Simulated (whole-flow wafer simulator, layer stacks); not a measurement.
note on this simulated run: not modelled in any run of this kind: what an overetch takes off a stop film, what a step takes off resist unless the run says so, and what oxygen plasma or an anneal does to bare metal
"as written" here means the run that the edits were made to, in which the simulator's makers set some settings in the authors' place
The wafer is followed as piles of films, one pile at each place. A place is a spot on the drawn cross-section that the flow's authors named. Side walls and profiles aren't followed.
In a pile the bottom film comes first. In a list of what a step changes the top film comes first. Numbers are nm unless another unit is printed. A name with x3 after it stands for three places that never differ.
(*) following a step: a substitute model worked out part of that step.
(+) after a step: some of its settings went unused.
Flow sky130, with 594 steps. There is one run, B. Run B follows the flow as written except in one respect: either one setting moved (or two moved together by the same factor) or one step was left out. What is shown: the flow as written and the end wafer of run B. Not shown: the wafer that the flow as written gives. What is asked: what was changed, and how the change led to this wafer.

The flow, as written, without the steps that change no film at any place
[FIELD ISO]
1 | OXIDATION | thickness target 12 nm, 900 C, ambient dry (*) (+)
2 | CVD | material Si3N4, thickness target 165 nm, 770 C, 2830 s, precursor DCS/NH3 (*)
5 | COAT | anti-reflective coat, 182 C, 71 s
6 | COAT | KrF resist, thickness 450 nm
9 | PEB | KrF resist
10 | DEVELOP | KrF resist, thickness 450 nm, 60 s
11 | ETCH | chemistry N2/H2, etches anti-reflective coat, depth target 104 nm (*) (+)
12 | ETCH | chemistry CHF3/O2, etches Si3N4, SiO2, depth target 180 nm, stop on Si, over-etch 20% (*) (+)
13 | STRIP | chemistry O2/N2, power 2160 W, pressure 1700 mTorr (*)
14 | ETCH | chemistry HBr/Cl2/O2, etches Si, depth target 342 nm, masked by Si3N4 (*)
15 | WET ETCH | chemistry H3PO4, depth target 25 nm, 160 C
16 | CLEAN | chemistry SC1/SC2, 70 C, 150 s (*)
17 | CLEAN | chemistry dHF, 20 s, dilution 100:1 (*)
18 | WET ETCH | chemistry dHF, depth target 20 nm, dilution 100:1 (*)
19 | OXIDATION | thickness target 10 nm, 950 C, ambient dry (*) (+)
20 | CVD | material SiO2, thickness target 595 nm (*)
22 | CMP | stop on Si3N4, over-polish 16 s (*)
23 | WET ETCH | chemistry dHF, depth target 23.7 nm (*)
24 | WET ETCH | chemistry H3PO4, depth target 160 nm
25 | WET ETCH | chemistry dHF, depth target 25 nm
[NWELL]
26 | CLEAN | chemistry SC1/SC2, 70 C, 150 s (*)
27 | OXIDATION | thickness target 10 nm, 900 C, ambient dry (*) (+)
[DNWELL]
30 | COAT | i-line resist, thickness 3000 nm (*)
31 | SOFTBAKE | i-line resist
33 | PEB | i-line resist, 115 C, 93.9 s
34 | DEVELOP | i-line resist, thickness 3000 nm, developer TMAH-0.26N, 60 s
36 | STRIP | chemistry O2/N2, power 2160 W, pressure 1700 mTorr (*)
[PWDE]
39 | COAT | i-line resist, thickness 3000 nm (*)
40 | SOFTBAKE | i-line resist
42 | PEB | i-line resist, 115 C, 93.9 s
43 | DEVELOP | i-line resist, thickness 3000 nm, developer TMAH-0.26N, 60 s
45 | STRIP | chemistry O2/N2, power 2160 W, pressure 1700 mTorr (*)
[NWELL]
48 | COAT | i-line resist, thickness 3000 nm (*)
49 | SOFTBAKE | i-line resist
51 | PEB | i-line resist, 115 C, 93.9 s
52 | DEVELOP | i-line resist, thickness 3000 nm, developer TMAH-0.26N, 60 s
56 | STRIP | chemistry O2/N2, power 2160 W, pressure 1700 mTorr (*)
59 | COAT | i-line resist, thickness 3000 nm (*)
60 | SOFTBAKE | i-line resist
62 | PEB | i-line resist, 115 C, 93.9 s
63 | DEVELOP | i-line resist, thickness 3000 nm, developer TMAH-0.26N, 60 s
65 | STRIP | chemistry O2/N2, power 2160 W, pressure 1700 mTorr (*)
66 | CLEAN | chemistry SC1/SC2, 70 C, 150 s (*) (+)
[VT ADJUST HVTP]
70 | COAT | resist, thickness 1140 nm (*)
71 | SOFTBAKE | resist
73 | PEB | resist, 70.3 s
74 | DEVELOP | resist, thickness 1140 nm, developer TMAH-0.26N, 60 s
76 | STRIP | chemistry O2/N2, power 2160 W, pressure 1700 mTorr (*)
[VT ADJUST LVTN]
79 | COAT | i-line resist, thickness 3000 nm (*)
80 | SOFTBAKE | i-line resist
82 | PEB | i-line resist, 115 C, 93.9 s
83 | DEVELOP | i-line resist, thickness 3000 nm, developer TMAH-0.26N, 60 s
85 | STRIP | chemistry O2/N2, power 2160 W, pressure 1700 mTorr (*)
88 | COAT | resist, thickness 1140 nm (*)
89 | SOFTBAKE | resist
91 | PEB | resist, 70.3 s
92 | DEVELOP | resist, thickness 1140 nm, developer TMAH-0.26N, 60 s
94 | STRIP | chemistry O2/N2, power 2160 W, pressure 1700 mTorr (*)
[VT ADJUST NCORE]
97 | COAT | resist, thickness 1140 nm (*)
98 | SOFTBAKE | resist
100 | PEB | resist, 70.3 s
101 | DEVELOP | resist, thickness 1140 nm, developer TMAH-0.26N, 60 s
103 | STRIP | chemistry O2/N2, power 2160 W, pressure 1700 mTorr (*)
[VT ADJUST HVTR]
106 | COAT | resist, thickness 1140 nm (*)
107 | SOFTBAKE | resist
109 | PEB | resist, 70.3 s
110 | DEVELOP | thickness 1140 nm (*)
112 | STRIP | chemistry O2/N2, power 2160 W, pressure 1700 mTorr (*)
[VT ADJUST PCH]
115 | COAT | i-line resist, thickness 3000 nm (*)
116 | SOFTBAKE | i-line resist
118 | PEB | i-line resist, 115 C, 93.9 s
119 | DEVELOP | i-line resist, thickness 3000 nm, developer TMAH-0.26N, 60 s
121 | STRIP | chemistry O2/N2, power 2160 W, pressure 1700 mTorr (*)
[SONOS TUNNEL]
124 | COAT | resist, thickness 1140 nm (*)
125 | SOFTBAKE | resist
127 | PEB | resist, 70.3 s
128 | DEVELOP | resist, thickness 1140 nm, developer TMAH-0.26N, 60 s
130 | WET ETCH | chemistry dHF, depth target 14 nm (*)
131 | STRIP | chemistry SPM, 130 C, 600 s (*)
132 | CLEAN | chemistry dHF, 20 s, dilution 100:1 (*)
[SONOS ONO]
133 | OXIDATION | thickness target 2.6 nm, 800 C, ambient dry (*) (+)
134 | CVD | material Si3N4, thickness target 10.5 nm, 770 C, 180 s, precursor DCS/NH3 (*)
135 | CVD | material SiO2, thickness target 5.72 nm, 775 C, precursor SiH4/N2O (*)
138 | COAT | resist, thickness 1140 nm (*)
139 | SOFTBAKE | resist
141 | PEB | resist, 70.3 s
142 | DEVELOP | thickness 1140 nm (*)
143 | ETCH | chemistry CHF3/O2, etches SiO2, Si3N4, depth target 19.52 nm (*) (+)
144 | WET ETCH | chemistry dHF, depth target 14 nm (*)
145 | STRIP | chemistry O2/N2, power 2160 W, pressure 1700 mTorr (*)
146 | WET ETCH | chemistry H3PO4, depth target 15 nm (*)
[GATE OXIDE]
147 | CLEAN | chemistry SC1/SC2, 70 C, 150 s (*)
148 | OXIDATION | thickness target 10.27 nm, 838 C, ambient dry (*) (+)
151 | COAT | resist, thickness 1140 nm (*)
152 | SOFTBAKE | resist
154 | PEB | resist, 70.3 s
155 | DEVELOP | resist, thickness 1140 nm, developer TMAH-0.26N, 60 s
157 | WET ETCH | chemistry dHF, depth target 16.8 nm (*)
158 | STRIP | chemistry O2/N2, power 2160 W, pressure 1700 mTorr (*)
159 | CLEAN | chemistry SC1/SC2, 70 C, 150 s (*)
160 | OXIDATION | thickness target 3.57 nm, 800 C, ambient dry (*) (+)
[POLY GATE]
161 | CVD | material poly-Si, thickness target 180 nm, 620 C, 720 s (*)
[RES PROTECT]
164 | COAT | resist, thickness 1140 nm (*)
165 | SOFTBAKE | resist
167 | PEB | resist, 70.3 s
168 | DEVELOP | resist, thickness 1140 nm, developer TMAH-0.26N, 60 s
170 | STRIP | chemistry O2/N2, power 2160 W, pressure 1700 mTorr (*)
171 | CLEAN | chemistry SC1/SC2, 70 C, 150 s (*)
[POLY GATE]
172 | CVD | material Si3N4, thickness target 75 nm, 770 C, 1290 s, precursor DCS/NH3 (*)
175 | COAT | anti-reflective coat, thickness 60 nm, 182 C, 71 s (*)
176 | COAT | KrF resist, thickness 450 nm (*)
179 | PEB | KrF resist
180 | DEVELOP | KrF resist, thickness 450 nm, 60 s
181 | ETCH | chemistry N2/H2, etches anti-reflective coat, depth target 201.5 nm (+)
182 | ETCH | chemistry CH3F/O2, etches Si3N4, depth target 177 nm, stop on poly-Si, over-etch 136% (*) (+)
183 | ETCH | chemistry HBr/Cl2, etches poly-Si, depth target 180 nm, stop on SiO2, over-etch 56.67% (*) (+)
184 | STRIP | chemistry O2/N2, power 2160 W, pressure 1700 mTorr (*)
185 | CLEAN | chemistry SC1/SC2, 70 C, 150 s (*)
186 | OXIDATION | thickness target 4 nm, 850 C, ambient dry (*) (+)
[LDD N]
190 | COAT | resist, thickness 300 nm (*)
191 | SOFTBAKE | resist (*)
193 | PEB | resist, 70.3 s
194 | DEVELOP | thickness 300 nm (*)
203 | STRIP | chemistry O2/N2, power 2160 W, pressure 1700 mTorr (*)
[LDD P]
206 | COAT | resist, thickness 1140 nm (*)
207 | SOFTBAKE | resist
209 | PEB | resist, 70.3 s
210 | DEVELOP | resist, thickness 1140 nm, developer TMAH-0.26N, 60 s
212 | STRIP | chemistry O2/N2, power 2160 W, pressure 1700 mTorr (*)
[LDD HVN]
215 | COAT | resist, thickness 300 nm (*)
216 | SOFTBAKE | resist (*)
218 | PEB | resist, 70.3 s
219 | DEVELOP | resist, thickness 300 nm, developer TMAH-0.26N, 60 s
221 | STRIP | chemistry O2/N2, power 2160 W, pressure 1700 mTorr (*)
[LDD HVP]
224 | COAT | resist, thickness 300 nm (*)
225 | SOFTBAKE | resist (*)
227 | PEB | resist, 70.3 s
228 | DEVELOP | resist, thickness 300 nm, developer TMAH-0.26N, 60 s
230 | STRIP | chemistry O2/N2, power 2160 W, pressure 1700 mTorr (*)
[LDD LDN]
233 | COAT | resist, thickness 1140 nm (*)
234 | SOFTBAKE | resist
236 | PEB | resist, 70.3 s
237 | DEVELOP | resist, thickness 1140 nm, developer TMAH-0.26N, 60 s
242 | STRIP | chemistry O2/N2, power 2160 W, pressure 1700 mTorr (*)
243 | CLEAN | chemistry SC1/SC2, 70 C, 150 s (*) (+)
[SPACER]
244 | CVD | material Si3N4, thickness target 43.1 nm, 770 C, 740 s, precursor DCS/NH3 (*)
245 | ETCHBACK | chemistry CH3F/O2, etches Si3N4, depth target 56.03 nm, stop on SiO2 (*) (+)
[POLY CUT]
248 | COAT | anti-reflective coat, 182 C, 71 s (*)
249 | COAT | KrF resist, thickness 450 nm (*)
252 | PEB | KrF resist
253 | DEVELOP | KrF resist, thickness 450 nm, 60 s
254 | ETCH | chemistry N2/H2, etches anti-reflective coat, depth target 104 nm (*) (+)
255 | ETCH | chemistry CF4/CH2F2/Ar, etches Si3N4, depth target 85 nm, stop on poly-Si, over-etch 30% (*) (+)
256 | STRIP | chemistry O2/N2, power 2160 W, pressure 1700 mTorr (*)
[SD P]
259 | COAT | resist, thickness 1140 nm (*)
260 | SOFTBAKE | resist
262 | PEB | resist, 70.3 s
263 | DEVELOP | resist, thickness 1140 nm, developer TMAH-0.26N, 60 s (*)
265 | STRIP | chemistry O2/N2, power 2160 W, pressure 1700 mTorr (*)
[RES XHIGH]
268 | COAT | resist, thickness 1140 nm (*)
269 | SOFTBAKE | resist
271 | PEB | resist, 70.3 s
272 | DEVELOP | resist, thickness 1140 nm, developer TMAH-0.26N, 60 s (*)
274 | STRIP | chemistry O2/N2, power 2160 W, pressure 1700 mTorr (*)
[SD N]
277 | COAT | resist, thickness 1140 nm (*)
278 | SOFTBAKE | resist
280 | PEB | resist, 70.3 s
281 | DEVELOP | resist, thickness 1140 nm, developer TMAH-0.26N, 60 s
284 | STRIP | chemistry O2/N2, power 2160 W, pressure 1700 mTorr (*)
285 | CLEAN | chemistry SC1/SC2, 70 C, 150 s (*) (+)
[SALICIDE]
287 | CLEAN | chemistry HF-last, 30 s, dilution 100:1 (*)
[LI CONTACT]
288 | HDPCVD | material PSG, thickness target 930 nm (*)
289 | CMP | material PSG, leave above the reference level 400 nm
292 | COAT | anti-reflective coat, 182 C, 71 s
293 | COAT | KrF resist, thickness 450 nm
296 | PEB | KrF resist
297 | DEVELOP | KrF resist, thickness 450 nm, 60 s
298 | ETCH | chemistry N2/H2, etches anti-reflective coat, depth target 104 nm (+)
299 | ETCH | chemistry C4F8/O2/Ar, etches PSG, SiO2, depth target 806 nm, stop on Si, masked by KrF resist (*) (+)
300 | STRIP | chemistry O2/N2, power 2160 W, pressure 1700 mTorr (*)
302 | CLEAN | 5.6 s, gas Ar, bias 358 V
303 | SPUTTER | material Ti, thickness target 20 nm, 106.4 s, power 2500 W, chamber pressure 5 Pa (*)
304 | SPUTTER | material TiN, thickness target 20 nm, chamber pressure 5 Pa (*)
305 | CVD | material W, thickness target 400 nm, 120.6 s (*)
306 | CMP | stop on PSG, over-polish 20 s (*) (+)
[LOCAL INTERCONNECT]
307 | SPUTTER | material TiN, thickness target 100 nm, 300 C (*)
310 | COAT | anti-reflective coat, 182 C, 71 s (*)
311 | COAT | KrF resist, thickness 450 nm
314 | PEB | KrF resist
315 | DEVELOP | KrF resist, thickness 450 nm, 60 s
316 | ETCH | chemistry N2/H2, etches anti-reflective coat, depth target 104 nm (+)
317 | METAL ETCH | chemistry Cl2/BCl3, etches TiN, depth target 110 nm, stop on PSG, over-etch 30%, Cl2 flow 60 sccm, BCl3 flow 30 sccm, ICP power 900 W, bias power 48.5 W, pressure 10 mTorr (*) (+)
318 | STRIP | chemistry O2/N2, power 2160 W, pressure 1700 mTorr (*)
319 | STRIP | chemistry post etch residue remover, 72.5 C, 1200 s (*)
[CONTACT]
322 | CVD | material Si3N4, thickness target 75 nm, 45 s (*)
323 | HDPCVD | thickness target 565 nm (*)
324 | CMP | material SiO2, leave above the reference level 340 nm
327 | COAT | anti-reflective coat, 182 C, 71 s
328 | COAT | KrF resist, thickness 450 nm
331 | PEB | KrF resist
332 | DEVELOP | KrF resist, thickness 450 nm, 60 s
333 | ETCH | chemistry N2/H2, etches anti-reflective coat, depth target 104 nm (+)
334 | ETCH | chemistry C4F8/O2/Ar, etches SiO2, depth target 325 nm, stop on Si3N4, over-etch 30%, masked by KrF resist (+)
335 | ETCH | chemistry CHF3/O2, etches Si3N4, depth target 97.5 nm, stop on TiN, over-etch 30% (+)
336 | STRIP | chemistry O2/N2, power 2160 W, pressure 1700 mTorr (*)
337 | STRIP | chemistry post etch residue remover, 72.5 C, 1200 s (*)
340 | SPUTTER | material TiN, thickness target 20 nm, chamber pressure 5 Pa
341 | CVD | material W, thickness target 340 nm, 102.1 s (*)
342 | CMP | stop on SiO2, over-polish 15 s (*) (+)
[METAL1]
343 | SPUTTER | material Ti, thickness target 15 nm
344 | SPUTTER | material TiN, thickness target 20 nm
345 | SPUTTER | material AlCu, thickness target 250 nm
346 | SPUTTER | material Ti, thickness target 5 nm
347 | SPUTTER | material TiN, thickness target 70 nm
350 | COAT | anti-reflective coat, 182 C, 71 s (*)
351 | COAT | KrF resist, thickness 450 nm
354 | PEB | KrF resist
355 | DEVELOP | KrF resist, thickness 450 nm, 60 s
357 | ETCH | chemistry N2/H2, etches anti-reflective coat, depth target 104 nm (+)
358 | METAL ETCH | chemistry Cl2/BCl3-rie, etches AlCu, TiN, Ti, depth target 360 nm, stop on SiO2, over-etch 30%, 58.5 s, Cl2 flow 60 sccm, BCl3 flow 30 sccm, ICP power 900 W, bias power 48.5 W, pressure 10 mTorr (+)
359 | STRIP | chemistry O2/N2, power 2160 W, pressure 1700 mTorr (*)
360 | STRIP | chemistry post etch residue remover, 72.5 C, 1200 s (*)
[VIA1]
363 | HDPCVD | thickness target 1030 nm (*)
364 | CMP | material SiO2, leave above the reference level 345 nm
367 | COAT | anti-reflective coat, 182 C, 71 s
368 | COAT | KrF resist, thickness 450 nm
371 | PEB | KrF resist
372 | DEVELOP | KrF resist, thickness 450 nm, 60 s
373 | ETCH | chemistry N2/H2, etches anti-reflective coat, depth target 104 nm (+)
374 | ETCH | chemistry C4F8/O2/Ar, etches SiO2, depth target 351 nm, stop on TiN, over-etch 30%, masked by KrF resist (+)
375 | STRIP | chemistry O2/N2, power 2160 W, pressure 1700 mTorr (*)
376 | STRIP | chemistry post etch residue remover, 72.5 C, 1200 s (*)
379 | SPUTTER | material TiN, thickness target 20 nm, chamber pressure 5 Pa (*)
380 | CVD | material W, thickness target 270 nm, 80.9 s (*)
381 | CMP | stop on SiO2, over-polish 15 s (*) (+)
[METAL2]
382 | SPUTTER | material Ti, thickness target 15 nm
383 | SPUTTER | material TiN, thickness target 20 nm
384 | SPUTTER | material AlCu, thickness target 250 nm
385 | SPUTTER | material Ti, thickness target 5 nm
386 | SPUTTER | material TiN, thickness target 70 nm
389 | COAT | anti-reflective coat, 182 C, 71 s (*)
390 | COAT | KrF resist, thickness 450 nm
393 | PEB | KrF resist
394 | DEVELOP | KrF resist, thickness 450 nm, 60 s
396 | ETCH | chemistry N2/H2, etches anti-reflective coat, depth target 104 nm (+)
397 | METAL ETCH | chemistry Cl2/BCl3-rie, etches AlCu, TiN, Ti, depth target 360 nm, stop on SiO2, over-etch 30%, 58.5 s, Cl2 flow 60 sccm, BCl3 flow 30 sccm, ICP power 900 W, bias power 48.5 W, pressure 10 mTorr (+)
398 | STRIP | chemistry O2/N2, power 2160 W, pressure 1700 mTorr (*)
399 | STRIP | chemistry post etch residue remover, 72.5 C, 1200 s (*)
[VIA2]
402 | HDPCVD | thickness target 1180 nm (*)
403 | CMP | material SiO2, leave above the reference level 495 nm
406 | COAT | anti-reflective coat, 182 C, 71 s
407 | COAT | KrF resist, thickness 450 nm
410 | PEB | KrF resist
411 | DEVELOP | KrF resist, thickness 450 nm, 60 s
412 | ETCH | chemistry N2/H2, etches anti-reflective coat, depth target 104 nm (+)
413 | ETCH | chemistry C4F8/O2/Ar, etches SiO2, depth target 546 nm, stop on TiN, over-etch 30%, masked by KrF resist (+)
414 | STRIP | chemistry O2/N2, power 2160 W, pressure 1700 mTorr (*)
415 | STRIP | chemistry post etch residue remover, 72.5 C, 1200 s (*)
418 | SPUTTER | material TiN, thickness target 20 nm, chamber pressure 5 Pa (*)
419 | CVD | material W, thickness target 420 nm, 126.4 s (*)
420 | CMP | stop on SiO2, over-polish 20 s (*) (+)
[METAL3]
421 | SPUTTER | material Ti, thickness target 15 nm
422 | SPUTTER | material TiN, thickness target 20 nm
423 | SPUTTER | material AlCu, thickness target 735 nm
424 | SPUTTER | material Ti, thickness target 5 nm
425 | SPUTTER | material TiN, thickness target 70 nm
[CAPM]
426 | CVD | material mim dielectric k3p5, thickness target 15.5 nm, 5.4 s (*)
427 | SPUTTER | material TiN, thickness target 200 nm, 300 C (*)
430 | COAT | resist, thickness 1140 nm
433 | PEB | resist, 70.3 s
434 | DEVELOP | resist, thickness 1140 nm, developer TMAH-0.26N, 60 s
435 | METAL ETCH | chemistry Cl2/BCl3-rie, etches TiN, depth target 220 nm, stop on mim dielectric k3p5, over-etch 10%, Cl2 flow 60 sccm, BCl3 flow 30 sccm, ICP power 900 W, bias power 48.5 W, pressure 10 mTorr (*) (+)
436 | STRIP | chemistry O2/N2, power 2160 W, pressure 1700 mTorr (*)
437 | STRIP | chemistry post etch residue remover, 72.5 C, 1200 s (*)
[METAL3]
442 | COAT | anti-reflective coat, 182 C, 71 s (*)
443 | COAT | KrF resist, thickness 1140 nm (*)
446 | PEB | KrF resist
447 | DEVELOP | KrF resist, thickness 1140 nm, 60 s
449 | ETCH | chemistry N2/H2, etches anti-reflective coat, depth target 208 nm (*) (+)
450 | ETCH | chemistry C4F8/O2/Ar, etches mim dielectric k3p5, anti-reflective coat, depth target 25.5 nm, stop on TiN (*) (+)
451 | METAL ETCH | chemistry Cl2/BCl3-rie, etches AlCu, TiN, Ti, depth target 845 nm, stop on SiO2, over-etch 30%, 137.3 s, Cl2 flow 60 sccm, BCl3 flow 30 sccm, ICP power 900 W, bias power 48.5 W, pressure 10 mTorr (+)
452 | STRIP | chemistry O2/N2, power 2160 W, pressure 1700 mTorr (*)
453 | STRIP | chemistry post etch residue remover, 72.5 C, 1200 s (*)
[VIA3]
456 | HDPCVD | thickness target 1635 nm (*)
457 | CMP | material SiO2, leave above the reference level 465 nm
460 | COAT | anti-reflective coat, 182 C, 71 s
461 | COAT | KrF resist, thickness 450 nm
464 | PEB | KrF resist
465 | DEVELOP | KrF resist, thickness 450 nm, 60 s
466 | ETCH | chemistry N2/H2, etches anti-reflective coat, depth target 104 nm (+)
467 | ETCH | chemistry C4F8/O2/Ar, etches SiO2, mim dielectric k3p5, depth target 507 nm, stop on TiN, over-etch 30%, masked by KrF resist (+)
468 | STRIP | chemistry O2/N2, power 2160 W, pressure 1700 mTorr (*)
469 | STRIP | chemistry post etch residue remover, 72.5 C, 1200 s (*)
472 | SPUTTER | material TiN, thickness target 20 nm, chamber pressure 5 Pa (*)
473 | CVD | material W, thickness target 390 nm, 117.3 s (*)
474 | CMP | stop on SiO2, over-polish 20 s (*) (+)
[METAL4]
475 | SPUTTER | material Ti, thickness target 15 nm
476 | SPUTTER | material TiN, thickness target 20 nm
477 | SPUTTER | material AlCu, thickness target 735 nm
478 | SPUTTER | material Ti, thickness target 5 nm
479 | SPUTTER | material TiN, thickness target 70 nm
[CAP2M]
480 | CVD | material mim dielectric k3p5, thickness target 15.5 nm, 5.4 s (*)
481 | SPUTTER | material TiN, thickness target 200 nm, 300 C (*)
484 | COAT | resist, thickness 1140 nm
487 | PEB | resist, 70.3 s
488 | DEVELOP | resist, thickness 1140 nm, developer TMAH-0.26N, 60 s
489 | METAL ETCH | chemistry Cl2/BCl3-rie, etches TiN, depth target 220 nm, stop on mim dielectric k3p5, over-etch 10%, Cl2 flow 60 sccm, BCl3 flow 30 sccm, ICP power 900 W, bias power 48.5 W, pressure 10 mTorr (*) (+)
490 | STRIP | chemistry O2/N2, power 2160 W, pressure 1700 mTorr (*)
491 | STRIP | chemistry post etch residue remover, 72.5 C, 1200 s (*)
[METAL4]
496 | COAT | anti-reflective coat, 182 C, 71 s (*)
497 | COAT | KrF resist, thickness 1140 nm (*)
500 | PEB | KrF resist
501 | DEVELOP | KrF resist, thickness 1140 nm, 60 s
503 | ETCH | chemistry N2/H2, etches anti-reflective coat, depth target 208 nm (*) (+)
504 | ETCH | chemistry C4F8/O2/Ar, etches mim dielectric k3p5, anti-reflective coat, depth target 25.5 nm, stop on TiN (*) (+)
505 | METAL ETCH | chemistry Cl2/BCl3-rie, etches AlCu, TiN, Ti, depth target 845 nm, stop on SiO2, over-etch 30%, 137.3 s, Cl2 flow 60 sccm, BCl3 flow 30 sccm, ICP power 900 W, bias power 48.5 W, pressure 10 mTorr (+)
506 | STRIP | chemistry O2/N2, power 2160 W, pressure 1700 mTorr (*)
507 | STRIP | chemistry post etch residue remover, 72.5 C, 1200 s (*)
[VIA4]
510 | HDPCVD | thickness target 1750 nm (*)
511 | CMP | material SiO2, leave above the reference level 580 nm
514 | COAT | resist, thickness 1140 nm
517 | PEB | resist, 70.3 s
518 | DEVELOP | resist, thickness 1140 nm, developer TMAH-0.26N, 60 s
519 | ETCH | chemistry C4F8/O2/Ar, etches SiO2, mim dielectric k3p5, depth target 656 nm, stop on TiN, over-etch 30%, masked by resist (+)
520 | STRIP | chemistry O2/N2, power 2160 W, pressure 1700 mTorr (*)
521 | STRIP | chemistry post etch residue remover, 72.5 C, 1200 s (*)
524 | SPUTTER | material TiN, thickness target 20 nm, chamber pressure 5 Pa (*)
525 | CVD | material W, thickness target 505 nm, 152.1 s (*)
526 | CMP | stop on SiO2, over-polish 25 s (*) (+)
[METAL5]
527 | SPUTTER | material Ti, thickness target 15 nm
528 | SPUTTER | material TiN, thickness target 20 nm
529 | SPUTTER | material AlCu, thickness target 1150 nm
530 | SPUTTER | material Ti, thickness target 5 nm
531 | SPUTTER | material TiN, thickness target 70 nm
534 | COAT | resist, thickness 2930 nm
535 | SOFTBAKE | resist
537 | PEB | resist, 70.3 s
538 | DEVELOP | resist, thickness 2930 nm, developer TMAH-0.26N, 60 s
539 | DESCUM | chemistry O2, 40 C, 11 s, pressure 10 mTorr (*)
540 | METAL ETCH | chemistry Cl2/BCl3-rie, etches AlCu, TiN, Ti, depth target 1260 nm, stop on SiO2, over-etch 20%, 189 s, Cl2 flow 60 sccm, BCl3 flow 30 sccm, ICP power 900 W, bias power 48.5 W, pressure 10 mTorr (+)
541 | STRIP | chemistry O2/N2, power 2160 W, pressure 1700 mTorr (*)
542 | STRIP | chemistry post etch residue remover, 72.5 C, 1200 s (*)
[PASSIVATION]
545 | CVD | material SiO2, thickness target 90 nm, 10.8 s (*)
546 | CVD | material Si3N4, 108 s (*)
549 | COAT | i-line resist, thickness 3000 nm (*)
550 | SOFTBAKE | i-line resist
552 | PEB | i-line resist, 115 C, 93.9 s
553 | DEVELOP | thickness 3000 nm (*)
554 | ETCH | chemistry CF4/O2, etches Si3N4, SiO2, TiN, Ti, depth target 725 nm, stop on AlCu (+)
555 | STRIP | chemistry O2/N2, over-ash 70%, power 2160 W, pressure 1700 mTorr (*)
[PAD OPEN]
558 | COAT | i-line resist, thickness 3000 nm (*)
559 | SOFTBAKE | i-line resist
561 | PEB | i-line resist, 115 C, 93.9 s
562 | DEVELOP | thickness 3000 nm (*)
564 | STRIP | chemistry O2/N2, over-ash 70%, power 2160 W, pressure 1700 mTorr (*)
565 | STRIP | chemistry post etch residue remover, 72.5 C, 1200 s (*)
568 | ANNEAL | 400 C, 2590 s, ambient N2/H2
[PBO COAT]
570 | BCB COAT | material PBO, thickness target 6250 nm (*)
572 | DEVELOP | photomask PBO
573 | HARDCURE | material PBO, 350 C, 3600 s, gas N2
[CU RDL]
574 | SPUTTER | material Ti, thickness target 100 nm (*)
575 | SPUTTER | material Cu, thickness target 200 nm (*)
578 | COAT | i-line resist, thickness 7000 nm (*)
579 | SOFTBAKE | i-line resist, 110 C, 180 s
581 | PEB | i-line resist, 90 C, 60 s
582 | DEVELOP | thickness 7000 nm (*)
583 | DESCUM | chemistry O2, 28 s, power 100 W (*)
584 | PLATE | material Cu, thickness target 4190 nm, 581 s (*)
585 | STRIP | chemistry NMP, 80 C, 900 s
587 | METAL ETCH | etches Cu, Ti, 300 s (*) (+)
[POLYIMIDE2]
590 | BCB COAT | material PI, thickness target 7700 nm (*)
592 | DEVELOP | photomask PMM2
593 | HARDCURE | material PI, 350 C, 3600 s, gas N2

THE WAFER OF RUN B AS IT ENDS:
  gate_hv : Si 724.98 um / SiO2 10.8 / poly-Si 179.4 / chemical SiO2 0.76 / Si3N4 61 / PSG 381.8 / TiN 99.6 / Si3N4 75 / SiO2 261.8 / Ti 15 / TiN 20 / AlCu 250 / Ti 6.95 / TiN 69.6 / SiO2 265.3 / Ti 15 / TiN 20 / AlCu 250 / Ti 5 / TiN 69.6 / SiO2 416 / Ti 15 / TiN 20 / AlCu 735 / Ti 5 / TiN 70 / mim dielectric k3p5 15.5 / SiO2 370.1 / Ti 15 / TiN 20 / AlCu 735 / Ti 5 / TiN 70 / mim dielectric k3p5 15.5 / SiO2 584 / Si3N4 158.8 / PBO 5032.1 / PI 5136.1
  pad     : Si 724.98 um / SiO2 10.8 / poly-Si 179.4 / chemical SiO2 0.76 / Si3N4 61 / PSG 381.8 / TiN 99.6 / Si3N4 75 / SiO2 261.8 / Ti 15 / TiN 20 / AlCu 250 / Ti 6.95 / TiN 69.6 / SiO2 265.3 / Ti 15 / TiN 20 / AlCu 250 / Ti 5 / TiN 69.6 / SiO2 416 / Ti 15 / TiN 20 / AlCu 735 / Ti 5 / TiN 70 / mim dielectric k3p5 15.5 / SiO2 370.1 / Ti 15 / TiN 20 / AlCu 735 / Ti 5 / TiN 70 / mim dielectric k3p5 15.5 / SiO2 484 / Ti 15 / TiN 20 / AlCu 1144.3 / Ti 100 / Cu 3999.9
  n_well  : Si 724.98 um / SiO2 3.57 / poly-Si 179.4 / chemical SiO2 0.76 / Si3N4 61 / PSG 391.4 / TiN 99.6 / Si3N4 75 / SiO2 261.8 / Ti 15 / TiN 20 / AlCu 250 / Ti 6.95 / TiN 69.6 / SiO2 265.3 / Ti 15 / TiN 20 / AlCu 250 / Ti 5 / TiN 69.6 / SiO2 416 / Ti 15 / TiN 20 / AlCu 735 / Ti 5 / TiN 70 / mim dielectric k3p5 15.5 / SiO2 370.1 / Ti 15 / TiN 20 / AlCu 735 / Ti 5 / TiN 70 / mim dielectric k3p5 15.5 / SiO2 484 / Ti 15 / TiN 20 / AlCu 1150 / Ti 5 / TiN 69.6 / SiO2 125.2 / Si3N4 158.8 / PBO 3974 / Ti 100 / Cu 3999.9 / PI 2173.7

The reason: step 346, SPUTTER: thickness target 6.95 nm was run, while the flow as written has thickness target 5 nm.
One can read it off the wafer: gate_hv has Ti 6.95, and step 346 as written asks for 5 nm.

Step by step, how the change led to this:
  346 | SPUTTER | material Ti, thickness target 5 nm
      field, active, n_well and 188 more: +6.95 Ti (new film) (as written it would have been: +5 Ti (new film))
  358 | METAL ETCH | chemistry Cl2/BCl3-rie, etches AlCu, TiN, Ti, depth target 360 nm, stop on SiO2, over-etch 30%, 58.5 s, Cl2 flow 60 sccm, BCl3 flow 30 sccm, ICP power 900 W, bias power 48.5 W, pressure 10 mTorr (+)
      field, active, gate and 81 more: -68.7 TiN (all of it), -6.95 Ti (all of it), -250 AlCu (all of it), -20 TiN (all of it), -15 Ti (all of it), -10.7 SiO2 (as written it would have been: -68.7 TiN (all of it), -5 Ti (all of it), -250 AlCu (all of it), -20 TiN (all of it), -15 Ti (all of it), -10.9 SiO2)
